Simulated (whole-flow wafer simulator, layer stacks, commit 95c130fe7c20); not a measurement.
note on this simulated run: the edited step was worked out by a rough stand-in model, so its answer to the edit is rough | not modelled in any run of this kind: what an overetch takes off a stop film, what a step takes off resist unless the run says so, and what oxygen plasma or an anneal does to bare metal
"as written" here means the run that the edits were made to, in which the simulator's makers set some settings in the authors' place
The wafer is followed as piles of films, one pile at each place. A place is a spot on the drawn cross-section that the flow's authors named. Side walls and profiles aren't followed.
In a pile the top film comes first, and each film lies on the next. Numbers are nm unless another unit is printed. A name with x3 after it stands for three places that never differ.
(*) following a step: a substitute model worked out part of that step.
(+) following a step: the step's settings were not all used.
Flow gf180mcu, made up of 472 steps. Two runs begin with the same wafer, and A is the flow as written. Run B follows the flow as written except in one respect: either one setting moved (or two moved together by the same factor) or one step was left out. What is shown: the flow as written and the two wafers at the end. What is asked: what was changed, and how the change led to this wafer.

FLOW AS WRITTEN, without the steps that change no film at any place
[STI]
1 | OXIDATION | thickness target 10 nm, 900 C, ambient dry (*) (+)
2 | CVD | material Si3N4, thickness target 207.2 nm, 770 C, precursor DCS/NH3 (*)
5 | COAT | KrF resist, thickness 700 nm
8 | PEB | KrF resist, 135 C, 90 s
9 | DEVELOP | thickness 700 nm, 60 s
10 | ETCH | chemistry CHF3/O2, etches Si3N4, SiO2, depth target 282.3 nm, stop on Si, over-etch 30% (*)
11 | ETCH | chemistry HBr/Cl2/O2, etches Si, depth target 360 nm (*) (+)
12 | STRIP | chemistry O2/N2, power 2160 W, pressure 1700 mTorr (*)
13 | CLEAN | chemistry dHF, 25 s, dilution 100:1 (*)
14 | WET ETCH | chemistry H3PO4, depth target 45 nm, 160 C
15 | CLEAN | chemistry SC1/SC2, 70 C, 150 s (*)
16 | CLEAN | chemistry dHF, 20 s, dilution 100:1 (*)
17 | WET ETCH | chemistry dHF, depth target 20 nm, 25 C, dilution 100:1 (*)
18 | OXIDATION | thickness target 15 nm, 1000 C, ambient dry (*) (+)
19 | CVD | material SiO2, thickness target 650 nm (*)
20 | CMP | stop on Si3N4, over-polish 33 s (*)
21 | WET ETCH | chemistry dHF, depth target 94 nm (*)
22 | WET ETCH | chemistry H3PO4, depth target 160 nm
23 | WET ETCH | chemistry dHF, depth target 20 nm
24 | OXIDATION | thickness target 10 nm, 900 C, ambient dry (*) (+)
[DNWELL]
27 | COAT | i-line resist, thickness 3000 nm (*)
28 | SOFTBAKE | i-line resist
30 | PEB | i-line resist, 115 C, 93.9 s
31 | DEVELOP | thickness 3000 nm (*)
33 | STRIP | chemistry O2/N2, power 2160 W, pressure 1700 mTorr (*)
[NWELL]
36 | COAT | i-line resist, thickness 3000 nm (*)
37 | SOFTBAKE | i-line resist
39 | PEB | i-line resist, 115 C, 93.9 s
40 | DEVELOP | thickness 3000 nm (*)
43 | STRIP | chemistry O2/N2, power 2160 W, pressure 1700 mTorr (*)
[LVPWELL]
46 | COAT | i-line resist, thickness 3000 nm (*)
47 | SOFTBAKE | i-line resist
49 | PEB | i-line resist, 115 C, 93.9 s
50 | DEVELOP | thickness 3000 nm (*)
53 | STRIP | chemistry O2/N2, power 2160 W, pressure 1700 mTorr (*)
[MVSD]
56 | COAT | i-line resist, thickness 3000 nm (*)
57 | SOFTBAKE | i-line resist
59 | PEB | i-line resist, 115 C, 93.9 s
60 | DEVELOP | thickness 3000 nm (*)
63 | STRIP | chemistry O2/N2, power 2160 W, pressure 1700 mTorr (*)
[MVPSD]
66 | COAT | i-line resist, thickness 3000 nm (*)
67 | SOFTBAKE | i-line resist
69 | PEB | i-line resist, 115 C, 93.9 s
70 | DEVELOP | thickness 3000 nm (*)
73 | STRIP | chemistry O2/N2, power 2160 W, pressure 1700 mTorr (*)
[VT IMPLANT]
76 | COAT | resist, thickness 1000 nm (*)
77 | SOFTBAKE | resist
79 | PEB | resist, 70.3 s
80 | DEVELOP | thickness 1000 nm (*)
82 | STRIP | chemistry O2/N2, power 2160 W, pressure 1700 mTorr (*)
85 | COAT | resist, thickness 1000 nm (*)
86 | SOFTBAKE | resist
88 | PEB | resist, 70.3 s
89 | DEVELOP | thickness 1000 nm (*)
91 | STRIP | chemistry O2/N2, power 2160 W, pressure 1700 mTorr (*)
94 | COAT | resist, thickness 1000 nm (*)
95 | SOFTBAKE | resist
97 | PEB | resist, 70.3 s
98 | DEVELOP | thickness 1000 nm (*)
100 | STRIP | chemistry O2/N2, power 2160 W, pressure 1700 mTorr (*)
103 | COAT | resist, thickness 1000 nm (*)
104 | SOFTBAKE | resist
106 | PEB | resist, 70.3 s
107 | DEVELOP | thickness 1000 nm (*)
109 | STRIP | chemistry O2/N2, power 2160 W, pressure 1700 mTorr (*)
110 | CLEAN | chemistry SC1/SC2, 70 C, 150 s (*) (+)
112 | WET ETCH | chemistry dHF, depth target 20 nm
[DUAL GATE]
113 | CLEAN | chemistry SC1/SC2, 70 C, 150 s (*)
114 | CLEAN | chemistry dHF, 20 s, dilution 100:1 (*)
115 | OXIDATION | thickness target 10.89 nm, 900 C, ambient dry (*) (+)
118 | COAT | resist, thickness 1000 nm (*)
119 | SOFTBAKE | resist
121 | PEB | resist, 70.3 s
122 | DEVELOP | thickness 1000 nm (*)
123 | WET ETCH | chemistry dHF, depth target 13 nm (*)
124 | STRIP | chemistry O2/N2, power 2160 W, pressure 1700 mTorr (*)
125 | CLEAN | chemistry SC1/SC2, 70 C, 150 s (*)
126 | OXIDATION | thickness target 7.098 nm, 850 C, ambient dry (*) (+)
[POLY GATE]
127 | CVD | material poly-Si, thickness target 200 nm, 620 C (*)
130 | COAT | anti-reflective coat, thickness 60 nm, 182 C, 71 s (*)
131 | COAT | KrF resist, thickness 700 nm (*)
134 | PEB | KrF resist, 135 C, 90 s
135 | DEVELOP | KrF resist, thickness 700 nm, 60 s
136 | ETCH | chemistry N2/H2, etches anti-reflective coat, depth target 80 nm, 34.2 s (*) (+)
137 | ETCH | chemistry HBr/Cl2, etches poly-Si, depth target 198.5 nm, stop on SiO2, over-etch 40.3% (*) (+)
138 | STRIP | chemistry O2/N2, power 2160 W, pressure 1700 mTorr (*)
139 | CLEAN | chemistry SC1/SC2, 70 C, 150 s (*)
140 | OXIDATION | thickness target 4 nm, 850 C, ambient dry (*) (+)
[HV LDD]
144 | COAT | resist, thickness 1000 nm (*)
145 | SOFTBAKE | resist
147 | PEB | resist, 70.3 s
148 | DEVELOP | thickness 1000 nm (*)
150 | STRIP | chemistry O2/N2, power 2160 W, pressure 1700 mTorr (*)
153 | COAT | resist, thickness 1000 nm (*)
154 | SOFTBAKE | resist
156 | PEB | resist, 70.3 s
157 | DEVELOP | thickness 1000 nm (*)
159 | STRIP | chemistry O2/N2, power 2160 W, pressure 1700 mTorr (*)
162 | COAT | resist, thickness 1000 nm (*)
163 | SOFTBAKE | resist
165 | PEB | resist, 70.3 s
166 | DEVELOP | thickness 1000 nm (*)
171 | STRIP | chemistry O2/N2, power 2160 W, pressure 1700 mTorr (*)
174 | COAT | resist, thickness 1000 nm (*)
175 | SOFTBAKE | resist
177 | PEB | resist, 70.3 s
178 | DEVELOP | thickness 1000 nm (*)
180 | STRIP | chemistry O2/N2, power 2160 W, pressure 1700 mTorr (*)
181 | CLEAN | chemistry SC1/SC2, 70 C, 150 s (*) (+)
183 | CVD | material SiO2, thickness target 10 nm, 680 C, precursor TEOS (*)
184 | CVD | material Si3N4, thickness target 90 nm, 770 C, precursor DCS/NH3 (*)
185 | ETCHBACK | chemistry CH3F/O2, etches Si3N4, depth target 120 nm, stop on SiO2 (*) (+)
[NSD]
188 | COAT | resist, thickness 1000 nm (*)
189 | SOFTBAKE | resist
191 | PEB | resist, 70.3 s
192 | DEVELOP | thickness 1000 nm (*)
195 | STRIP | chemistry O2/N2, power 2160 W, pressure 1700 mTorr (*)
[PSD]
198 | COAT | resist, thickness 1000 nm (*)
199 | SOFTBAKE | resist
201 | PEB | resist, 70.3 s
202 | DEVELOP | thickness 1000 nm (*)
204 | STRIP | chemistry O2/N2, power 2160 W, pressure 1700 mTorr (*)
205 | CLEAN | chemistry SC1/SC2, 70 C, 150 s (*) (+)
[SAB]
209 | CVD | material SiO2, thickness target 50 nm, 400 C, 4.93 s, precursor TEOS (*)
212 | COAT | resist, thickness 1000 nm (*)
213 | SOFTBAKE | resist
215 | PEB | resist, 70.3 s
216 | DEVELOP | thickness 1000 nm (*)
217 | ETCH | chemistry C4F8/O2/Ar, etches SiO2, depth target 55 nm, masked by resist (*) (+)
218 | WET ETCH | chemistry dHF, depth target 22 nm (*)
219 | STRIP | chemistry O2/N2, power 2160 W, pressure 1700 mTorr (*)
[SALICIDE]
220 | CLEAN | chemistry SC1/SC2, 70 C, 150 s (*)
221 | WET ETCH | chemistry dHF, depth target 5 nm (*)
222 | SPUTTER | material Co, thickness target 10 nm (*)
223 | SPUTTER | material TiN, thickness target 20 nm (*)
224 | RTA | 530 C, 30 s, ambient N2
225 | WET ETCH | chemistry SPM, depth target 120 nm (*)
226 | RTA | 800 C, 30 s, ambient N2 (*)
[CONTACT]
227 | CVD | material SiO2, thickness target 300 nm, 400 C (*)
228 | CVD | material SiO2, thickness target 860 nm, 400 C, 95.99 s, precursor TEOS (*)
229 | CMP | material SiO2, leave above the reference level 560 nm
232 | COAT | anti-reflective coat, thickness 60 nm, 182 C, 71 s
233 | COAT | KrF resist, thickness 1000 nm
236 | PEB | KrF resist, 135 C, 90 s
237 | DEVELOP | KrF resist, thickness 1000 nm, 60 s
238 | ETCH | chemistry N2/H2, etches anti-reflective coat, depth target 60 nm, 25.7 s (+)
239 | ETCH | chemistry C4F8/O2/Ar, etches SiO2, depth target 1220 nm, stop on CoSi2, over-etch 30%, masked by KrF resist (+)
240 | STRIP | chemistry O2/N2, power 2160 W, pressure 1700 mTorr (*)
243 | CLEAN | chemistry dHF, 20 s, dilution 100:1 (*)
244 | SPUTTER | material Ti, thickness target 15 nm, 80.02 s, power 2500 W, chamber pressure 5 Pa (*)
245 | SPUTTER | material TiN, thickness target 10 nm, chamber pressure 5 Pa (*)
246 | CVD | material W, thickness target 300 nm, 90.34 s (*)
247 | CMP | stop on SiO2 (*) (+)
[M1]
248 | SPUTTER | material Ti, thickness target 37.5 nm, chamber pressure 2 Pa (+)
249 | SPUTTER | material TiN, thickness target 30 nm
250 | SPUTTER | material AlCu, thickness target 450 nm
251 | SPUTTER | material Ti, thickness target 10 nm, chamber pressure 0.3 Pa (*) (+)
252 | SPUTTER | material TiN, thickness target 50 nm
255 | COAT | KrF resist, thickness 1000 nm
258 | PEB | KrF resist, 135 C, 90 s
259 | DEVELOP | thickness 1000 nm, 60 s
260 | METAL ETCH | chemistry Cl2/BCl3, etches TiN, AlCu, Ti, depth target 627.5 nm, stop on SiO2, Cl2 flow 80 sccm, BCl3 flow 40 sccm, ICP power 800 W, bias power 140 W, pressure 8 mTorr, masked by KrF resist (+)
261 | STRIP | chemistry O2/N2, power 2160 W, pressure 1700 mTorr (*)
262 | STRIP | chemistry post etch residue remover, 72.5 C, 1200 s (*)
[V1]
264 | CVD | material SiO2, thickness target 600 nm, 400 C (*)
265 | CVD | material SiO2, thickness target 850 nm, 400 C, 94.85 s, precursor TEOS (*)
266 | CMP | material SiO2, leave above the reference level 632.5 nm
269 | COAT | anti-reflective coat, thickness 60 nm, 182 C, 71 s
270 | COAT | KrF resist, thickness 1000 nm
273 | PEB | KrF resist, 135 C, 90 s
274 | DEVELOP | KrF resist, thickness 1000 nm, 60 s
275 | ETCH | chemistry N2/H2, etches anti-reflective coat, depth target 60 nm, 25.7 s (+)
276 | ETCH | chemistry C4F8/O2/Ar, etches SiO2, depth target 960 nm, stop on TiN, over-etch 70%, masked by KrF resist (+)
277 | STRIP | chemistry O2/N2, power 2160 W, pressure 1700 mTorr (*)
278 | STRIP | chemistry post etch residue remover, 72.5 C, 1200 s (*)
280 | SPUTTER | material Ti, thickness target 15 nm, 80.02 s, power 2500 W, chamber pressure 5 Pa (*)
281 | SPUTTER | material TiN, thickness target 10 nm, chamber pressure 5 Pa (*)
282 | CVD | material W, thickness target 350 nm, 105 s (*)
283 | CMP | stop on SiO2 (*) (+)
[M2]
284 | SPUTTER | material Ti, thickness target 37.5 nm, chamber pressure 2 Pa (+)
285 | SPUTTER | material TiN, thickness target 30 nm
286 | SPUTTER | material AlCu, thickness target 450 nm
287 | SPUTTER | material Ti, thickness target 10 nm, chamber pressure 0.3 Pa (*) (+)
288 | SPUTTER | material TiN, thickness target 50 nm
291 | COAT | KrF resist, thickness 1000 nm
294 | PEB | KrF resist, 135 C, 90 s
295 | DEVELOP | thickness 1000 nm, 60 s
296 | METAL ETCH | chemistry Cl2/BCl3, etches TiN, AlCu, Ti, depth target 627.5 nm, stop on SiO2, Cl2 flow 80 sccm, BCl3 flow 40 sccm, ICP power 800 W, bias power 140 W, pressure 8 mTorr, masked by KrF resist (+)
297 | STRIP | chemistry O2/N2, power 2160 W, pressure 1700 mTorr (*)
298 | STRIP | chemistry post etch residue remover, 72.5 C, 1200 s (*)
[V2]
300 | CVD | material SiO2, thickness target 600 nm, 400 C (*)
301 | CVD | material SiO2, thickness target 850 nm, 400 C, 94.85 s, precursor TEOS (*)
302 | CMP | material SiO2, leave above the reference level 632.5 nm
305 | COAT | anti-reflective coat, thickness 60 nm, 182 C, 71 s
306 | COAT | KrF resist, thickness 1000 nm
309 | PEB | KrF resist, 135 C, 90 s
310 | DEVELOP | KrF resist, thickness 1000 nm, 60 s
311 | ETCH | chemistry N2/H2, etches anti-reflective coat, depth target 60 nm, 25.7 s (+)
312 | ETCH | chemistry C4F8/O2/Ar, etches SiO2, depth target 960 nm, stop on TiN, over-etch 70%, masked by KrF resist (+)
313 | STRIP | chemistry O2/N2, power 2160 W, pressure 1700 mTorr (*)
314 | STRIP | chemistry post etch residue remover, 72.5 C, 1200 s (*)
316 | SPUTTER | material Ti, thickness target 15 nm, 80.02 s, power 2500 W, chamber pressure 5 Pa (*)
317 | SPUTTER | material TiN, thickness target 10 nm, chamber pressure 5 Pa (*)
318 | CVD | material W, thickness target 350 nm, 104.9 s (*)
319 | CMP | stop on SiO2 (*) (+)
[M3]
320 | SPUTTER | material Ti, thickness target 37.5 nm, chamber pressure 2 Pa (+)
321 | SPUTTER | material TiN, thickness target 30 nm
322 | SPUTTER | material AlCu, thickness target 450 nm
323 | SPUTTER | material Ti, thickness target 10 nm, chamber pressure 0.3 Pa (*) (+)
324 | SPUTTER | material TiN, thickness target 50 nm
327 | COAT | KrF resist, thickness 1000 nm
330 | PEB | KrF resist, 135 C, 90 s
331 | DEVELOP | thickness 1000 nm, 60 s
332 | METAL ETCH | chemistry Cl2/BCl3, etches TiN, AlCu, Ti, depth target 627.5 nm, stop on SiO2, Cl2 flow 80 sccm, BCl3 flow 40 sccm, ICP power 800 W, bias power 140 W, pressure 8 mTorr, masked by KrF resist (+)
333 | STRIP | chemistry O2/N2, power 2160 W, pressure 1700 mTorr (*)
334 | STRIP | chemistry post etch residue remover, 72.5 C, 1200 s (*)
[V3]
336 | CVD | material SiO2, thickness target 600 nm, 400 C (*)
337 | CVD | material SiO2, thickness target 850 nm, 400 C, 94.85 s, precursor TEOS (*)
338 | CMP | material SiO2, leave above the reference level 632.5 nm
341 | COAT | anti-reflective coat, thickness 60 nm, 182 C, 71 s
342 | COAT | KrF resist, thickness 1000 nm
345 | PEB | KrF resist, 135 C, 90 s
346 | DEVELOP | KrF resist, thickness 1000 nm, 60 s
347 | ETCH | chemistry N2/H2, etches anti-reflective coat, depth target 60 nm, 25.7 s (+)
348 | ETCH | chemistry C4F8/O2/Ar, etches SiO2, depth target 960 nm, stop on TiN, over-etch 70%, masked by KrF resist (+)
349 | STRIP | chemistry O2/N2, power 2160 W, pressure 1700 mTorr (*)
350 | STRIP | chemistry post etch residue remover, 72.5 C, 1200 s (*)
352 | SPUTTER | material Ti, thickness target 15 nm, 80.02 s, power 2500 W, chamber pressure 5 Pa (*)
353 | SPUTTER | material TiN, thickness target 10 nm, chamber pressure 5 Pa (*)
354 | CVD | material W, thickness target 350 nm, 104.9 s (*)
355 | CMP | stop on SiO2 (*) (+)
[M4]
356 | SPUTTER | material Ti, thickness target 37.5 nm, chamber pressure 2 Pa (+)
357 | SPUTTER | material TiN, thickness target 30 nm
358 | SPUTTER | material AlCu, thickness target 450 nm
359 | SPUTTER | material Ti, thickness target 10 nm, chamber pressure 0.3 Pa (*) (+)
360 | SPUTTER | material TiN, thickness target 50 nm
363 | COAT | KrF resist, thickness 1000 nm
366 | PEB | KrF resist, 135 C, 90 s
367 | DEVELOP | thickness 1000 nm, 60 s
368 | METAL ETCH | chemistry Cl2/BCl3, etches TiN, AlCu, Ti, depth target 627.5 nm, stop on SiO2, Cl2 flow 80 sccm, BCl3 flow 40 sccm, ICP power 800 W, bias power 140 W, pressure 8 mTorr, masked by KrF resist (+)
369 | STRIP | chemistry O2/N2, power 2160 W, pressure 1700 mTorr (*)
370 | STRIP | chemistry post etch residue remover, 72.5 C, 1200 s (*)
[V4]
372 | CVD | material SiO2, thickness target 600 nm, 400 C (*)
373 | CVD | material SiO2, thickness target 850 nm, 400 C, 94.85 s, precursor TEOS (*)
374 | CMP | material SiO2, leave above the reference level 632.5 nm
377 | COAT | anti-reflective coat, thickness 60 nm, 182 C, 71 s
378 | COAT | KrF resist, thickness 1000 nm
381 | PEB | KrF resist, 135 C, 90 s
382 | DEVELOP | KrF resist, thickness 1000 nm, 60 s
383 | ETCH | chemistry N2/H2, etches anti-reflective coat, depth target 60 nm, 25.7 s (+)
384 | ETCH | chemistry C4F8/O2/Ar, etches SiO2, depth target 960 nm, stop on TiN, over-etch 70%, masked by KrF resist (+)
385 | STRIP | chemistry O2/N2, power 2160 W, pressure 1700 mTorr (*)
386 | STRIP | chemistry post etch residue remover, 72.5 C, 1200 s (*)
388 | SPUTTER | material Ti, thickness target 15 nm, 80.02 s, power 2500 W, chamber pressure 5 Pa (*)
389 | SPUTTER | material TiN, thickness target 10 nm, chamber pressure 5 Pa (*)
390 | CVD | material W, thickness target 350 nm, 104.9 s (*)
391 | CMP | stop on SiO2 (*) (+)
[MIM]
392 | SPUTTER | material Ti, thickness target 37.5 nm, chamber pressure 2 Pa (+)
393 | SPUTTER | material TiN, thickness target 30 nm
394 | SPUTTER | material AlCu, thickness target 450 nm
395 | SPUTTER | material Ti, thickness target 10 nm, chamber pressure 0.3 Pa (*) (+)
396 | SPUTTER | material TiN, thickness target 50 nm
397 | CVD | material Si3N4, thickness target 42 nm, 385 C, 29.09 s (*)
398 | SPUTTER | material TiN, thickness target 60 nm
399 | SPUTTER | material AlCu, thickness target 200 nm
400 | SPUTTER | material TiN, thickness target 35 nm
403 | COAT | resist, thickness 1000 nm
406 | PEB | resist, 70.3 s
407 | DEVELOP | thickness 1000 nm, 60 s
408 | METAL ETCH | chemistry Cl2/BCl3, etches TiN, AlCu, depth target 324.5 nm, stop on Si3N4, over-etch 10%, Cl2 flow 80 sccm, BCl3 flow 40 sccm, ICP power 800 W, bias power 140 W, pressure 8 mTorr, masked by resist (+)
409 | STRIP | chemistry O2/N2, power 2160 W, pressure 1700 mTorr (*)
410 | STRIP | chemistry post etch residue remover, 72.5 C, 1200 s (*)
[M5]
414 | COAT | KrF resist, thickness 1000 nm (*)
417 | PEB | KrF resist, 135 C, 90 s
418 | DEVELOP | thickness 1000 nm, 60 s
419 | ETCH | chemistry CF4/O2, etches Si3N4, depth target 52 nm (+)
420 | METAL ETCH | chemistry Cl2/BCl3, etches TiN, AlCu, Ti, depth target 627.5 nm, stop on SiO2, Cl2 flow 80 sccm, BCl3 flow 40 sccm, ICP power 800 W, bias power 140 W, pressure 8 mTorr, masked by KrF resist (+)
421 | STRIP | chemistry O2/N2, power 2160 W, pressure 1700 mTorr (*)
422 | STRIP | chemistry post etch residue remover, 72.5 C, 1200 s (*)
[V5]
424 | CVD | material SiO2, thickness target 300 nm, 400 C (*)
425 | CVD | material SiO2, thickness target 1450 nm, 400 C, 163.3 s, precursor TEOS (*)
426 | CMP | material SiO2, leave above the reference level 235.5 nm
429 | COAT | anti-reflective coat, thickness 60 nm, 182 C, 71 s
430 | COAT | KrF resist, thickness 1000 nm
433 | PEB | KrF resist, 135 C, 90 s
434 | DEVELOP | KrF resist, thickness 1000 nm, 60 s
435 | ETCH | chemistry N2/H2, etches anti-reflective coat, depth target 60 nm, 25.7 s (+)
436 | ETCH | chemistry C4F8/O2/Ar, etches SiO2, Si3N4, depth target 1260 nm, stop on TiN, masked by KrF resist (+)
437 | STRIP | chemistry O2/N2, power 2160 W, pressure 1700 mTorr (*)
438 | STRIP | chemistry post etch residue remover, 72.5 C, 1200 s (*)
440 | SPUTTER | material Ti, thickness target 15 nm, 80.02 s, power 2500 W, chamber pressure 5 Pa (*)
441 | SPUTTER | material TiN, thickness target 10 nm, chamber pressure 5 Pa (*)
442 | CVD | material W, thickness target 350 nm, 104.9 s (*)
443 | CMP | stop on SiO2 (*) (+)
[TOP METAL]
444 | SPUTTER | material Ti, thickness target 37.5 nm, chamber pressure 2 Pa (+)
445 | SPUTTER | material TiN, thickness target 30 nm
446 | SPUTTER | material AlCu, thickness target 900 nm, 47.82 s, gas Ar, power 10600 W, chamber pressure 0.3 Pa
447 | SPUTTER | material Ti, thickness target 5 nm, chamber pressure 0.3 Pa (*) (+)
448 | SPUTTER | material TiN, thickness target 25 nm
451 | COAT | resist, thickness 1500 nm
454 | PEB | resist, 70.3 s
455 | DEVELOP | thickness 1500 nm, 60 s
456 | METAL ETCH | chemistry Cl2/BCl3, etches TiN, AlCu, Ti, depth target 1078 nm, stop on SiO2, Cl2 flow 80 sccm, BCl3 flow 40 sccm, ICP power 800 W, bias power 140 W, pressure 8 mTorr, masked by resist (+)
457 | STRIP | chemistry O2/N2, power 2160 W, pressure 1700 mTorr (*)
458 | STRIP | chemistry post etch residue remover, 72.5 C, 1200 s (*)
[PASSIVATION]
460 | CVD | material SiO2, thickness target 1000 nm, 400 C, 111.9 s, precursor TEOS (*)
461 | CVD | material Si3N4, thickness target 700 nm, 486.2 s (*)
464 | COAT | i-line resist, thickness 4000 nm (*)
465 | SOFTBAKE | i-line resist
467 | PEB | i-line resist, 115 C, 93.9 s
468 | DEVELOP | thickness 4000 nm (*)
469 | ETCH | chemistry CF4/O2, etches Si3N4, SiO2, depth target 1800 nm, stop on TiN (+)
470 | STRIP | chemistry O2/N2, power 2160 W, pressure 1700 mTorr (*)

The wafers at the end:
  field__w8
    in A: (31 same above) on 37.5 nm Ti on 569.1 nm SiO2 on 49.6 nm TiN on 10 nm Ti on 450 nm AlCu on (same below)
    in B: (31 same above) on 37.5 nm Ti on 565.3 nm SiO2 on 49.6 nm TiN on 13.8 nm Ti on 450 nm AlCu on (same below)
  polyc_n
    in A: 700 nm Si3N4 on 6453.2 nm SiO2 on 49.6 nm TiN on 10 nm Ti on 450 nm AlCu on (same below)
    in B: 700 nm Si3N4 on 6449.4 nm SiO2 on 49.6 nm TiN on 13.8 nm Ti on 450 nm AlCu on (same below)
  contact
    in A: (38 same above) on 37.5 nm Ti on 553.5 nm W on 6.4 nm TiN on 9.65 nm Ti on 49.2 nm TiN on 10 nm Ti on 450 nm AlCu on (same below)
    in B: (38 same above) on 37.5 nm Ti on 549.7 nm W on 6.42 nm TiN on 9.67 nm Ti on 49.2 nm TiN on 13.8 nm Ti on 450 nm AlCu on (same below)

The reason: step 251, SPUTTER: thickness target 13.8 nm was run, though the flow has thickness target 10 nm.
One can read it off the wafer: field__w8 has Ti 13.8, and step 251 as written asks for 10 nm.

The path from the change to this, step by step:
  251 | SPUTTER | material Ti, thickness target 10 nm, chamber pressure 0.3 Pa (*) (+)
      field, field__w1, field__w2 and 108 more: A Ti gains 10 (new film) | B Ti gains 13.8 (new film)
  260 | METAL ETCH | chemistry Cl2/BCl3, etches TiN, AlCu, Ti, depth target 627.5 nm, stop on SiO2, Cl2 flow 80 sccm, BCl3 flow 40 sccm, ICP power 800 W, bias power 140 W, pressure 8 mTorr, masked by KrF resist (+)
      field, field__w1, field__w2 and 99 more: A TiN loses 50 (all of it), Ti loses 10 (all of it), AlCu loses 450 (all of it), TiN loses 30 (all of it), Ti loses 37.5 (all of it) | B TiN loses 50 (all of it), Ti loses 13.8 (all of it), AlCu loses 450 (all of it), TiN loses 30 (all of it), Ti loses 37.5 (all of it)
